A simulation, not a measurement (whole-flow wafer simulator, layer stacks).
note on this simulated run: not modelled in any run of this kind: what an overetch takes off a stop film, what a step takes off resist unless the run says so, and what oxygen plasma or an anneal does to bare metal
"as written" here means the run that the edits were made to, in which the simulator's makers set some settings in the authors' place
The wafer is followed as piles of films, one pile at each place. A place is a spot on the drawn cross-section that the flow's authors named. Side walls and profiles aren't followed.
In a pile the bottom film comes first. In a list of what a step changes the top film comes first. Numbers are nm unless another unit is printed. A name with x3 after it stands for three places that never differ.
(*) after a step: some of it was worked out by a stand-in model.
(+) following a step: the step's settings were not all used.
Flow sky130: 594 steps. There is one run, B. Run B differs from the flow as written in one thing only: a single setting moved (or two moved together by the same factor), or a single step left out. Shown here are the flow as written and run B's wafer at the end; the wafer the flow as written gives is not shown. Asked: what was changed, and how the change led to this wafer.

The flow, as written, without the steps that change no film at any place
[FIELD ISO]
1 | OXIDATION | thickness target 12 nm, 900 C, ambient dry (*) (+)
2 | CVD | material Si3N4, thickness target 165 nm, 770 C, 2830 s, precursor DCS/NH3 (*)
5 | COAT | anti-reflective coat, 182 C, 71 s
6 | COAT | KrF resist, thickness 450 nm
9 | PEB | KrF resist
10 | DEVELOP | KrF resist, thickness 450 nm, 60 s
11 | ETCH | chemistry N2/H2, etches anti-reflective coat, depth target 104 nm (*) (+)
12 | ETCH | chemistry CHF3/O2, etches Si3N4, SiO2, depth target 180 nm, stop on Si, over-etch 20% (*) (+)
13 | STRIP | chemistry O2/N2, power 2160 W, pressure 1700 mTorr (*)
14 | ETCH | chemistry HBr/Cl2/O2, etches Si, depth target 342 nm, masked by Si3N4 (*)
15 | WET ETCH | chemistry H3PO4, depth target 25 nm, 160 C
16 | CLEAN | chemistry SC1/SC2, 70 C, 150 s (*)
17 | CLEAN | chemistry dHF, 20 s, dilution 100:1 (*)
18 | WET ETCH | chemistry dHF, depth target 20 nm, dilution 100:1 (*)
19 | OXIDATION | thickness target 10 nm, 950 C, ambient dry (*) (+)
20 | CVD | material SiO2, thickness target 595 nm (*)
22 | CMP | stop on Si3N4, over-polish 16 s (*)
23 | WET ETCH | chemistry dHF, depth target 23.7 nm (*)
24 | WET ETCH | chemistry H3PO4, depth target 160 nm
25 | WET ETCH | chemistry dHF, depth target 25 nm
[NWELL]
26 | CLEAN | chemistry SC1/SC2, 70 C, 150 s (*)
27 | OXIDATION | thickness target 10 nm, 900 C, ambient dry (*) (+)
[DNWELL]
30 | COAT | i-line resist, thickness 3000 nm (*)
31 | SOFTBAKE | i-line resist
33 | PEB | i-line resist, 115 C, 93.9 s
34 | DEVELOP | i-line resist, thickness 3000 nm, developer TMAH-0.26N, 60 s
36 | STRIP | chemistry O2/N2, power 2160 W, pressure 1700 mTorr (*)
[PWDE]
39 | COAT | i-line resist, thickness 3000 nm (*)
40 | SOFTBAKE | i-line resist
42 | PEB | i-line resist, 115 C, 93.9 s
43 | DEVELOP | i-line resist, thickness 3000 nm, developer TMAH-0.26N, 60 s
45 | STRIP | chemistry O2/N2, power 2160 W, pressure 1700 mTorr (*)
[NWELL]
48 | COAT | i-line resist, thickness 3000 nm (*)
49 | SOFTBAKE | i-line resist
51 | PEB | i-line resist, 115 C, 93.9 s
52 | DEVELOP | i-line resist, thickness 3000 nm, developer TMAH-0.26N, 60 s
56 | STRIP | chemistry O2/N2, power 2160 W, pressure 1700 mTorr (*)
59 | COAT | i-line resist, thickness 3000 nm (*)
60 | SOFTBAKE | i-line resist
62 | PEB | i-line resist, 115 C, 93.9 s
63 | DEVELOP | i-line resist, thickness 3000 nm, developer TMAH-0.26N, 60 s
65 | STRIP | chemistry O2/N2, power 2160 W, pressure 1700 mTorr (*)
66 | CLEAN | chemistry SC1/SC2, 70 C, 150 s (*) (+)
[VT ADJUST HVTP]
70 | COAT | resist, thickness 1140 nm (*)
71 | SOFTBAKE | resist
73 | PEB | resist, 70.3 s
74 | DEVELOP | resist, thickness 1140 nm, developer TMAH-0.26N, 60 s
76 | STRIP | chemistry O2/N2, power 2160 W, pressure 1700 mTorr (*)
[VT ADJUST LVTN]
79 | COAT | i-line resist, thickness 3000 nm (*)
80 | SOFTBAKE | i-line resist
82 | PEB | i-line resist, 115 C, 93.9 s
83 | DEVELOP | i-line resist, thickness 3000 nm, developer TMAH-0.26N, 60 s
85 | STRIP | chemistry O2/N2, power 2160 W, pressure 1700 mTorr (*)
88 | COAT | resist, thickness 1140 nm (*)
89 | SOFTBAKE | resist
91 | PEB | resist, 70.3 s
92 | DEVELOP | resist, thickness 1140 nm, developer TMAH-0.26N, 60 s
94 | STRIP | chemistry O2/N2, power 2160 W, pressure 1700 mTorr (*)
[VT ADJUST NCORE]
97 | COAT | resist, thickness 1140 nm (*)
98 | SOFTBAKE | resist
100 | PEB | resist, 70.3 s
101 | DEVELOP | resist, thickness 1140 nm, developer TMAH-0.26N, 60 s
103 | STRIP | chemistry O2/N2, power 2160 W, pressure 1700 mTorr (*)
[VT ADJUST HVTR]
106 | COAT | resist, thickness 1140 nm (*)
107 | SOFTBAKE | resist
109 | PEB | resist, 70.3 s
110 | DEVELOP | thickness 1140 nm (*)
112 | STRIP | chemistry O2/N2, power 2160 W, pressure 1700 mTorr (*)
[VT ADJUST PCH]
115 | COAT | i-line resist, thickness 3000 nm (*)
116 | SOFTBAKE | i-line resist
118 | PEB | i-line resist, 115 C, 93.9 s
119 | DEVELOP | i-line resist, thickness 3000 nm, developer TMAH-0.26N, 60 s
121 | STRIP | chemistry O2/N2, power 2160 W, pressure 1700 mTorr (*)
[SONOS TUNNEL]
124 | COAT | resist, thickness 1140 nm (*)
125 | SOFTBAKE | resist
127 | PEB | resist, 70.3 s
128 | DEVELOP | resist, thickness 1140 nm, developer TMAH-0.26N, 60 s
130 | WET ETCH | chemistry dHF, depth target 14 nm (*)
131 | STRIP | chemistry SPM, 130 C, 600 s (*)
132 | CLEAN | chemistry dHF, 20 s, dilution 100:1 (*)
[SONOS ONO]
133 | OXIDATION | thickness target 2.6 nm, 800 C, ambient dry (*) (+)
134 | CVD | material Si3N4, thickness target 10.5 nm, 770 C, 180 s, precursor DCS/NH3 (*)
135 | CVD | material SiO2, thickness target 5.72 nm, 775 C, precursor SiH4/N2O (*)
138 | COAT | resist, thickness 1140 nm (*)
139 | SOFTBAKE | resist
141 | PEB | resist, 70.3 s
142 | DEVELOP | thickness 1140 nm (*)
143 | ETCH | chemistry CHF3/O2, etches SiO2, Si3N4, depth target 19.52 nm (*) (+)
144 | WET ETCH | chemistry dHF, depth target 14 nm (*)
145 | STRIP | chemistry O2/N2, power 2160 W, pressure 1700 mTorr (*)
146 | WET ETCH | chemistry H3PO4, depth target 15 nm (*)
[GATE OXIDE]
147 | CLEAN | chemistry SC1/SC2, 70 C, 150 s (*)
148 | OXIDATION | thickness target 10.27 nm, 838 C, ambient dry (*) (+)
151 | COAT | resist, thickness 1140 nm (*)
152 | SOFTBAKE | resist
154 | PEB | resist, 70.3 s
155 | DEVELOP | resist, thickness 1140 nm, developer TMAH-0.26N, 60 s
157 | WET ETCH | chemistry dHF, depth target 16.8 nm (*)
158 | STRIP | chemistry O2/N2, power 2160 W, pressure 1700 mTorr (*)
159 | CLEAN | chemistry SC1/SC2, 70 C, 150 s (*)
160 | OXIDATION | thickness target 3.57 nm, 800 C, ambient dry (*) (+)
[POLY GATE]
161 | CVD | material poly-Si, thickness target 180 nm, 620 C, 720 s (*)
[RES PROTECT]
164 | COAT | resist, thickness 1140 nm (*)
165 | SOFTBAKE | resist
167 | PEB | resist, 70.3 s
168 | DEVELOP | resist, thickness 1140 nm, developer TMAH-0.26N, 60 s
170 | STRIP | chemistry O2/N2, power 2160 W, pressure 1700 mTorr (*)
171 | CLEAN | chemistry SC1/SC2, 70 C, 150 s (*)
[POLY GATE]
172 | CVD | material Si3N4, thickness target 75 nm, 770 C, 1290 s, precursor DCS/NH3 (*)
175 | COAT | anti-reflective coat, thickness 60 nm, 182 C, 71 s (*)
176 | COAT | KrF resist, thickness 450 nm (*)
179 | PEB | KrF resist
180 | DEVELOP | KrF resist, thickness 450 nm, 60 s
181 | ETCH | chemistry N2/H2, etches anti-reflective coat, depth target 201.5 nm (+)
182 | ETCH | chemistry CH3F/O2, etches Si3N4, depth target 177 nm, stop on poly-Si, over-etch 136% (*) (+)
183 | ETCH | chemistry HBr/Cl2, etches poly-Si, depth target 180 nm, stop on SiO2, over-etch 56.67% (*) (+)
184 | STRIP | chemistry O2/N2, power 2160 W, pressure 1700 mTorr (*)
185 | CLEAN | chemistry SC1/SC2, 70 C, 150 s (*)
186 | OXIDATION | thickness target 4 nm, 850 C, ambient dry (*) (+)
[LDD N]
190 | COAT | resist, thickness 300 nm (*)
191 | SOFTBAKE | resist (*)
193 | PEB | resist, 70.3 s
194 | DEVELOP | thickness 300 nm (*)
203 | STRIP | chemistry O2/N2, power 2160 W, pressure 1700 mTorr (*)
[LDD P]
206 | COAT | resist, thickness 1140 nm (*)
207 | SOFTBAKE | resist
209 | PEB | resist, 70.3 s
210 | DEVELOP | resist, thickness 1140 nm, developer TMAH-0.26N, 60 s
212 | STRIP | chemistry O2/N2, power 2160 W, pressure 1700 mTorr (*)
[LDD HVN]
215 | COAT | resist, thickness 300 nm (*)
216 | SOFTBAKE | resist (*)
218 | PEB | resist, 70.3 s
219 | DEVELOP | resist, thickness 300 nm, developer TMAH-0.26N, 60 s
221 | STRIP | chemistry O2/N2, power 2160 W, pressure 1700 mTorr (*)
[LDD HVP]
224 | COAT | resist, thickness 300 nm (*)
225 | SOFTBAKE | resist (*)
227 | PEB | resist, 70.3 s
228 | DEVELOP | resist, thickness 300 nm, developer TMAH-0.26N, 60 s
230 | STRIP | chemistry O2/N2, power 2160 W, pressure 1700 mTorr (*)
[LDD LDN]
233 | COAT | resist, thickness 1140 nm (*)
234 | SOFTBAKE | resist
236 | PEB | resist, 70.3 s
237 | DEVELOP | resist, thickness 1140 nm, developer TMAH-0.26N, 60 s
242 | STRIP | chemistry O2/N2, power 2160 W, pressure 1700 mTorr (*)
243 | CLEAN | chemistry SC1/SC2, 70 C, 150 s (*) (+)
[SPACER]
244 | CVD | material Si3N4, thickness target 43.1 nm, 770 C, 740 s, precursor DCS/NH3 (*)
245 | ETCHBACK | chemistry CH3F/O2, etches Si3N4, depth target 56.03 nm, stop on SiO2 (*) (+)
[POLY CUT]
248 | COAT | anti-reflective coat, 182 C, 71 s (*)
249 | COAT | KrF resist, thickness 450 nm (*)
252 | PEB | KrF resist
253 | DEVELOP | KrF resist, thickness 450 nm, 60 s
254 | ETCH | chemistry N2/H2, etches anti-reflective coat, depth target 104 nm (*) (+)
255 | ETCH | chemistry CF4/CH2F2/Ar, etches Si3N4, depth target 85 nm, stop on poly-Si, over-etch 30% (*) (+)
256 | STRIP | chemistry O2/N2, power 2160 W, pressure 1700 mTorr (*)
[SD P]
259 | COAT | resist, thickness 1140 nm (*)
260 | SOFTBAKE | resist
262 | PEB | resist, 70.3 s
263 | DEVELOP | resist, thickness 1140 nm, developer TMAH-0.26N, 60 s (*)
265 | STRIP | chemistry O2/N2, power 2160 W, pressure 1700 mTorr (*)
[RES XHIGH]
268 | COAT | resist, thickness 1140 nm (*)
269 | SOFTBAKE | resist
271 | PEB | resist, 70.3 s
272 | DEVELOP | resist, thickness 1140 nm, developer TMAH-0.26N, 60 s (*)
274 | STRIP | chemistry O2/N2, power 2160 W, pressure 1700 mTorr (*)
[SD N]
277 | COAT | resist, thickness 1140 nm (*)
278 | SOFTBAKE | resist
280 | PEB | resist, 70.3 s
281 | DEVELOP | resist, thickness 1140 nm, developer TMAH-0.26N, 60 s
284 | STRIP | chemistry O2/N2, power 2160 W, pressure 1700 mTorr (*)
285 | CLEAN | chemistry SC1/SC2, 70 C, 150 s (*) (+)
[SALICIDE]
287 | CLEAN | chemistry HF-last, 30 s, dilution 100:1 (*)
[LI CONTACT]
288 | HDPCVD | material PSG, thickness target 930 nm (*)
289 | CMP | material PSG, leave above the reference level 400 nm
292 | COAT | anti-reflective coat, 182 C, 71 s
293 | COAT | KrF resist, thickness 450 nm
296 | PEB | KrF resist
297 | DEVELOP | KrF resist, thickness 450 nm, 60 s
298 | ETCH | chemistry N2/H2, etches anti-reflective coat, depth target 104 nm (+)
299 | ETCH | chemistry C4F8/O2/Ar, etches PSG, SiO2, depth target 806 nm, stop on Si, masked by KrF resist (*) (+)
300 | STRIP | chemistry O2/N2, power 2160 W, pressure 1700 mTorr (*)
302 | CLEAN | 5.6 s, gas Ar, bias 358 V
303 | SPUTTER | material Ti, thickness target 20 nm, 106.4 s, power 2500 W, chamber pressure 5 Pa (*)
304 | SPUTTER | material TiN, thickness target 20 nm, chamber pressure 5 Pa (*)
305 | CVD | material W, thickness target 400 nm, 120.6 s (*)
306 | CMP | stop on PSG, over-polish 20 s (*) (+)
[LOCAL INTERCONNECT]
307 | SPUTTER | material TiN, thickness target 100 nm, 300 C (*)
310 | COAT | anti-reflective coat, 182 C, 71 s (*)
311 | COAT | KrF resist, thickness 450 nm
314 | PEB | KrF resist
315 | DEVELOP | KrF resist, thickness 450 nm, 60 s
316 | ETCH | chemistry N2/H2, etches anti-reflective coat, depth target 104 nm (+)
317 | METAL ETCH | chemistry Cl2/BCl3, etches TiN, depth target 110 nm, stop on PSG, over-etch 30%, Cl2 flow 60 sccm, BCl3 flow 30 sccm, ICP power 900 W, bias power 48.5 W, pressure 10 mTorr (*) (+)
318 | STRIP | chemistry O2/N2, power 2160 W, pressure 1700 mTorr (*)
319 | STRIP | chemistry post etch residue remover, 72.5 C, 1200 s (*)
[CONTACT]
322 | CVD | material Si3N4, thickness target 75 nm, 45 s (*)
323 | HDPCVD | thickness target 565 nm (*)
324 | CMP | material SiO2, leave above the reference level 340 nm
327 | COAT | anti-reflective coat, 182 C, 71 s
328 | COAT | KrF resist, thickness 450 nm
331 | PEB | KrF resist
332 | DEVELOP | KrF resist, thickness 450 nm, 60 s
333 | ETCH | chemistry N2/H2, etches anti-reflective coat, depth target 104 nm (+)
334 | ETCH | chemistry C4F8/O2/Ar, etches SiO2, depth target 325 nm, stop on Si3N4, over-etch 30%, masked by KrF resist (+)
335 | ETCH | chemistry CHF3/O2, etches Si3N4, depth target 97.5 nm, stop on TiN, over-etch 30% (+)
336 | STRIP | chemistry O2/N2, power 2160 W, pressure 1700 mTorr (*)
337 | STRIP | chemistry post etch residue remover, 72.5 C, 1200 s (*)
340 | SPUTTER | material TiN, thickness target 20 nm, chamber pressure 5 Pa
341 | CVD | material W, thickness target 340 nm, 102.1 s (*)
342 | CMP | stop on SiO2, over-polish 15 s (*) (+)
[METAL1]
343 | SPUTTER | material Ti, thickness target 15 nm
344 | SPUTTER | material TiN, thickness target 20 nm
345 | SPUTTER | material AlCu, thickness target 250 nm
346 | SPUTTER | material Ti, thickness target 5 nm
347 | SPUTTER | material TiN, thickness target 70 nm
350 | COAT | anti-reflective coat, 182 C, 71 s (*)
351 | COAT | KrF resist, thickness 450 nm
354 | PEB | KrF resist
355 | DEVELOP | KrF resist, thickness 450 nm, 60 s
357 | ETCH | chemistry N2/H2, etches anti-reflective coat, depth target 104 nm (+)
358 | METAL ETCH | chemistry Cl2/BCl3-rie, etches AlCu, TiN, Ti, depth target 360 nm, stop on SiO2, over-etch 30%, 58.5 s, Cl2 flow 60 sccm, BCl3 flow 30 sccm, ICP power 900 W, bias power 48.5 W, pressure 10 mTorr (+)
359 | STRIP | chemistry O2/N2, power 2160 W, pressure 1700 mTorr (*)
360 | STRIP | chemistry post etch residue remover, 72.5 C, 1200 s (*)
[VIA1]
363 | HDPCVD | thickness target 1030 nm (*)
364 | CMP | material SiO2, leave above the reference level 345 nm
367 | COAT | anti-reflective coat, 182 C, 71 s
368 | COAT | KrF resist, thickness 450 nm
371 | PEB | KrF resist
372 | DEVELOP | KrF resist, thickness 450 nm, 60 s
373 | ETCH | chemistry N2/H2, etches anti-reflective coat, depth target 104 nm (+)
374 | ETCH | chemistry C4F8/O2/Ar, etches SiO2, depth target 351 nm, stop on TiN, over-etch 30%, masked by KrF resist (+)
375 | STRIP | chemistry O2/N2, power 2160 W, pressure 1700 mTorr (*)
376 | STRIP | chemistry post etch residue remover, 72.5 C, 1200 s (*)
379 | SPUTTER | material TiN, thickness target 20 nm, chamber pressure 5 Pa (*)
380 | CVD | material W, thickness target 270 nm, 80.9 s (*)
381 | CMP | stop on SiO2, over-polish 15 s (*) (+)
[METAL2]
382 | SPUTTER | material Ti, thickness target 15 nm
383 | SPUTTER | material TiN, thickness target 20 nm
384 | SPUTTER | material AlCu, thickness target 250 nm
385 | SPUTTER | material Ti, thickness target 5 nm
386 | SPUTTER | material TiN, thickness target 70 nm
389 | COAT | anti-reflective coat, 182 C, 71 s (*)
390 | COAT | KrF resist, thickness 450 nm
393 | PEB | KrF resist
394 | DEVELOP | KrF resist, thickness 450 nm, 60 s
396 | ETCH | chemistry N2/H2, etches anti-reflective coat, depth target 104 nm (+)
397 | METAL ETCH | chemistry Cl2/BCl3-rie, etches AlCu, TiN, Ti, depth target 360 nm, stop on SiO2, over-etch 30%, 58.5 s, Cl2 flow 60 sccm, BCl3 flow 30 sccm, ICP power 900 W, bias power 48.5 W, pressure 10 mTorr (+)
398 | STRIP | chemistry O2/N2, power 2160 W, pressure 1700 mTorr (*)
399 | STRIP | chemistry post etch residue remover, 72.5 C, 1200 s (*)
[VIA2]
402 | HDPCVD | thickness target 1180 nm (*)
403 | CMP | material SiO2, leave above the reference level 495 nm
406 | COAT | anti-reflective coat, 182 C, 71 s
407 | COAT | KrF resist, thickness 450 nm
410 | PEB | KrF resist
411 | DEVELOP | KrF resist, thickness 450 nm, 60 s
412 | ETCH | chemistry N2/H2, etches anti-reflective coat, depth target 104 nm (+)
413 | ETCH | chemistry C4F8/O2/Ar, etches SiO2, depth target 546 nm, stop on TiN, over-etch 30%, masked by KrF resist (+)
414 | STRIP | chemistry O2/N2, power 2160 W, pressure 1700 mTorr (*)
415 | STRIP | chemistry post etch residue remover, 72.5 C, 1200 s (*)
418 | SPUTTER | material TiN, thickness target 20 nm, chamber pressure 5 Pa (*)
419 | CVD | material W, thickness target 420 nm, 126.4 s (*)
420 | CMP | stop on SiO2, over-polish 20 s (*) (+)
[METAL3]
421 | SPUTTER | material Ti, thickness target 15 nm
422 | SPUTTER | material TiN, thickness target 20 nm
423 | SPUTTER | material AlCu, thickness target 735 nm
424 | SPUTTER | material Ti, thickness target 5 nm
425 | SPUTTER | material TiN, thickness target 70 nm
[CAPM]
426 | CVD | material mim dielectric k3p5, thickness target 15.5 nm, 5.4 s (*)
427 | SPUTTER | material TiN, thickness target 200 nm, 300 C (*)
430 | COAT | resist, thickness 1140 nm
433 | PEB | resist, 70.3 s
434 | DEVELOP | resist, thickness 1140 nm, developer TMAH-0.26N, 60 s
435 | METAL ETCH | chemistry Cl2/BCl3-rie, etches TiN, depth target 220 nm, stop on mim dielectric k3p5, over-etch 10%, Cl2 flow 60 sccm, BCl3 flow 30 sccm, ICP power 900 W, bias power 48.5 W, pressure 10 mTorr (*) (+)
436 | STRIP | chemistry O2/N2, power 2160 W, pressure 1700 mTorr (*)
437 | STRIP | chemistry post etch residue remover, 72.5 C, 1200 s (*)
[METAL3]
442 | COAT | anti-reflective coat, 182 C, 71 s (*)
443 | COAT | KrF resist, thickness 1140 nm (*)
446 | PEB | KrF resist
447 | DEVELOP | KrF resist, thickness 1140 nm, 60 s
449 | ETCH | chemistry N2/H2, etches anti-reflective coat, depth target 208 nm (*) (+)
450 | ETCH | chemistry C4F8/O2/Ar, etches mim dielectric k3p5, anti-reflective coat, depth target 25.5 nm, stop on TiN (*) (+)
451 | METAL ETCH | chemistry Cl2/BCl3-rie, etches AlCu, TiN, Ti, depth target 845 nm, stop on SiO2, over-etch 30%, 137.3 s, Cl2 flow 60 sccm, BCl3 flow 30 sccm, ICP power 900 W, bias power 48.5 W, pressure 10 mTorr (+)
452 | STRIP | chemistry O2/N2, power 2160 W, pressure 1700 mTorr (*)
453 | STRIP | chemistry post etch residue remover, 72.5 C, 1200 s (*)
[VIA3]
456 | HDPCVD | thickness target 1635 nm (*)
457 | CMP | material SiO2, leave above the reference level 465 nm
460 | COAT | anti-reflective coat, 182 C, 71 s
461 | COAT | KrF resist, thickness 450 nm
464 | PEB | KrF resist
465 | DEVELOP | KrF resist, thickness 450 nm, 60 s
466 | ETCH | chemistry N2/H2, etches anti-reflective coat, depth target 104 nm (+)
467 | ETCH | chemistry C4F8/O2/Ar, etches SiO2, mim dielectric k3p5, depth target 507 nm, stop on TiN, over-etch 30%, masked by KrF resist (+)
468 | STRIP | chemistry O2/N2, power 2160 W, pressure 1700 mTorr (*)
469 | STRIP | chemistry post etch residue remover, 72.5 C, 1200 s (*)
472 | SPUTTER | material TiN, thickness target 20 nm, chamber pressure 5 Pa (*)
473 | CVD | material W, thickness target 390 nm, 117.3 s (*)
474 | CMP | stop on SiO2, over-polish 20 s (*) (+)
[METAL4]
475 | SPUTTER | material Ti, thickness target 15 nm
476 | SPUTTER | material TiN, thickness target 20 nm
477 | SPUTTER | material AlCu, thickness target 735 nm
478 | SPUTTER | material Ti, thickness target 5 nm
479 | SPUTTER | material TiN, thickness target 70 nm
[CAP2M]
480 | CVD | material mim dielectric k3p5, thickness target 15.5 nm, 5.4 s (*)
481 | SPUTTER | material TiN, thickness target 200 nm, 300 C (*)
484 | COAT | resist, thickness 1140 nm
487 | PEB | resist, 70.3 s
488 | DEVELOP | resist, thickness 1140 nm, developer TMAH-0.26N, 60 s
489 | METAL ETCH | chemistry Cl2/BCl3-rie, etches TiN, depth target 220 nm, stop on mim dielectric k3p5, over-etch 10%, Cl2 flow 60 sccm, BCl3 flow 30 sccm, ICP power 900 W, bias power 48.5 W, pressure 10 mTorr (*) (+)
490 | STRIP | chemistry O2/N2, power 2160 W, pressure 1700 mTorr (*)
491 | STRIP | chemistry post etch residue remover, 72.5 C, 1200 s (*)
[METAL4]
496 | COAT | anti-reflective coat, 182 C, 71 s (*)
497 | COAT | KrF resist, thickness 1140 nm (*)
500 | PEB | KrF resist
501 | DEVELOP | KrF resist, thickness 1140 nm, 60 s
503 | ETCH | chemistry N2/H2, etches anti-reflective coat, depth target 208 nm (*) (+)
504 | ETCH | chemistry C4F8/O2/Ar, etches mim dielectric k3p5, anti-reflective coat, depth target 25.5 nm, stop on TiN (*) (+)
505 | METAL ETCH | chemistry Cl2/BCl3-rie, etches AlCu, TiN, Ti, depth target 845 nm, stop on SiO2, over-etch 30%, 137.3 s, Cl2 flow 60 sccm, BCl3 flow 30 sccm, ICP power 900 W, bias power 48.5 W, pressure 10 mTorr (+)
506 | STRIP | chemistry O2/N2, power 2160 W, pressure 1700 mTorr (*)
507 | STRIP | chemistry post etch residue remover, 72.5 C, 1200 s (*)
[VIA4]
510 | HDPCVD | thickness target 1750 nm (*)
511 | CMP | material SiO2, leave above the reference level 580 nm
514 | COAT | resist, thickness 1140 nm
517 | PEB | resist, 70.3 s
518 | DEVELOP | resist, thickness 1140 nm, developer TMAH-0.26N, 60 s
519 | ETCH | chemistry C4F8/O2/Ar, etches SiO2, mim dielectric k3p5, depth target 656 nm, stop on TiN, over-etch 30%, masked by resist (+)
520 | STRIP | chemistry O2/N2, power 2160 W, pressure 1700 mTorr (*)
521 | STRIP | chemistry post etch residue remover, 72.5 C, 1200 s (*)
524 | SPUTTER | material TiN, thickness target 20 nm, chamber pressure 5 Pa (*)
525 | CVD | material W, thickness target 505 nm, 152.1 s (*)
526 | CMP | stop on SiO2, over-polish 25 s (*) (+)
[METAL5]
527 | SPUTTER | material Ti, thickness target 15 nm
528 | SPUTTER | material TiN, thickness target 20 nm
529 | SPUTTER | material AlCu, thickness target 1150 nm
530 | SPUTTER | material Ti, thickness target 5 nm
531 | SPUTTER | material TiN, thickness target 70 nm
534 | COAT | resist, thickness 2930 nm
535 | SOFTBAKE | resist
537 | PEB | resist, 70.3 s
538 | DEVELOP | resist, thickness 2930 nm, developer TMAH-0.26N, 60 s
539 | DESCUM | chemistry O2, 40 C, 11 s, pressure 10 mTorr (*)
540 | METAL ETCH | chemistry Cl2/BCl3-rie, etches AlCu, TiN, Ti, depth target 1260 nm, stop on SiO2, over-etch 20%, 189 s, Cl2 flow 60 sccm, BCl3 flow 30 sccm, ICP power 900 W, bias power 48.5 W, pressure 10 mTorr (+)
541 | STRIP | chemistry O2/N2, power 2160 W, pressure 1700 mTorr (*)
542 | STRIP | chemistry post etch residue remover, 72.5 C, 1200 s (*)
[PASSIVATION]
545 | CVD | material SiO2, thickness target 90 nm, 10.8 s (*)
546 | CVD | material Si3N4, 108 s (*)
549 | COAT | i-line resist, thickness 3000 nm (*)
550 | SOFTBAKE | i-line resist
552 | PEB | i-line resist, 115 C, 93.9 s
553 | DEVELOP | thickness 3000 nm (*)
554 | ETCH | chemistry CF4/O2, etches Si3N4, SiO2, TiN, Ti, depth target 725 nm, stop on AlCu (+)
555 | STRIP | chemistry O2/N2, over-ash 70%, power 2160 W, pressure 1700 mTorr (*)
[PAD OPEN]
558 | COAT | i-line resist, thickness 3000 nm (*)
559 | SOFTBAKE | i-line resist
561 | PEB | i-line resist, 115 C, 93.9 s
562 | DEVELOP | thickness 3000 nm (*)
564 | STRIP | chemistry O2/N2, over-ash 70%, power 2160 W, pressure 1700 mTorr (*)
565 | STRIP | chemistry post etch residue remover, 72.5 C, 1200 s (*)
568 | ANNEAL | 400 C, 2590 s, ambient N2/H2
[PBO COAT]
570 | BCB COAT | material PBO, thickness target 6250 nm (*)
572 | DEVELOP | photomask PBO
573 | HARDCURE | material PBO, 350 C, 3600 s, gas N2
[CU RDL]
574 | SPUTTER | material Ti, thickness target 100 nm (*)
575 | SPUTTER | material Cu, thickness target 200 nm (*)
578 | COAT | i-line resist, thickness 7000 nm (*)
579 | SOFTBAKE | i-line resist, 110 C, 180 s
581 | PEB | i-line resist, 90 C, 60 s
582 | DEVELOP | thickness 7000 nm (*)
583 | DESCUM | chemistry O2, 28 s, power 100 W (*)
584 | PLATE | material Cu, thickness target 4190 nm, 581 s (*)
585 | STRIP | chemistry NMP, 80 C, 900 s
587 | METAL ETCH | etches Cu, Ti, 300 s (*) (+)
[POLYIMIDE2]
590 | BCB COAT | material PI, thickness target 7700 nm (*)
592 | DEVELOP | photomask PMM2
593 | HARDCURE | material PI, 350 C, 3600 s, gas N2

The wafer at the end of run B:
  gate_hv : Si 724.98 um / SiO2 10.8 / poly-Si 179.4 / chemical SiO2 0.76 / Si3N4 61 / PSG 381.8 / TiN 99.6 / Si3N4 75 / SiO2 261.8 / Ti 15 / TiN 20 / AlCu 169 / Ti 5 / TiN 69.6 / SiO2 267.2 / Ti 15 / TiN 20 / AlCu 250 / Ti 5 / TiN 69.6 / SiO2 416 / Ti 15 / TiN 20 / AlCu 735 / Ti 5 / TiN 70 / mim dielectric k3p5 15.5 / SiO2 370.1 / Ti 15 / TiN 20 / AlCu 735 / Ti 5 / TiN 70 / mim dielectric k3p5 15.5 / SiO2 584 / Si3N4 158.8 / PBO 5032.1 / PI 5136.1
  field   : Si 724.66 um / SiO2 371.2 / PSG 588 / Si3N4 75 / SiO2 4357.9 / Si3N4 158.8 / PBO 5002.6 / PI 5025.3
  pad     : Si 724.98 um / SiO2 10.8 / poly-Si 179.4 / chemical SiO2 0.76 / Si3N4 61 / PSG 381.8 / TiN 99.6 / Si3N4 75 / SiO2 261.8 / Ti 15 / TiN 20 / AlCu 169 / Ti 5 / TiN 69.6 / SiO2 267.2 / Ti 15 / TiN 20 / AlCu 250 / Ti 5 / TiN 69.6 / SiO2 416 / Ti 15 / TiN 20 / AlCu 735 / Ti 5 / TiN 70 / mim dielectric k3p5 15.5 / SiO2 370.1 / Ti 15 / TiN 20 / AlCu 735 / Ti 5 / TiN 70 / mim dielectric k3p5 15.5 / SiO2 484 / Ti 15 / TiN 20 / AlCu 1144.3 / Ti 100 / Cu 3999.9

What caused this: step 345, SPUTTER: thickness target 169 nm was run, though the flow has thickness target 250 nm.
One can read it off the wafer: gate_hv has AlCu 169, and step 345 as written asks for 250 nm.

The path from the change to this, step by step:
  345 | SPUTTER | material AlCu, thickness target 250 nm
      field, active, n_well and 188 more: +169 AlCu (new film) (in the flow as written it would be: +250 AlCu (new film))
  358 | METAL ETCH | chemistry Cl2/BCl3-rie, etches AlCu, TiN, Ti, depth target 360 nm, stop on SiO2, over-etch 30%, 58.5 s, Cl2 flow 60 sccm, BCl3 flow 30 sccm, ICP power 900 W, bias power 48.5 W, pressure 10 mTorr (+)
      field, active, gate and 81 more: -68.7 TiN (all of it), -5 Ti (all of it), -169 AlCu (all of it), -20 TiN (all of it), -15 Ti (all of it), -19 SiO2 (in the flow as written it would be: -68.7 TiN (all of it), -5 Ti (all of it), -250 AlCu (all of it), -20 TiN (all of it), -15 Ti (all of it), -10.9 SiO2)
  364 | CMP | material SiO2, leave above the reference level 345 nm
      field, active, gate and 81 more: -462 SiO2 (in the flow as written it would be: -389.1 SiO2)
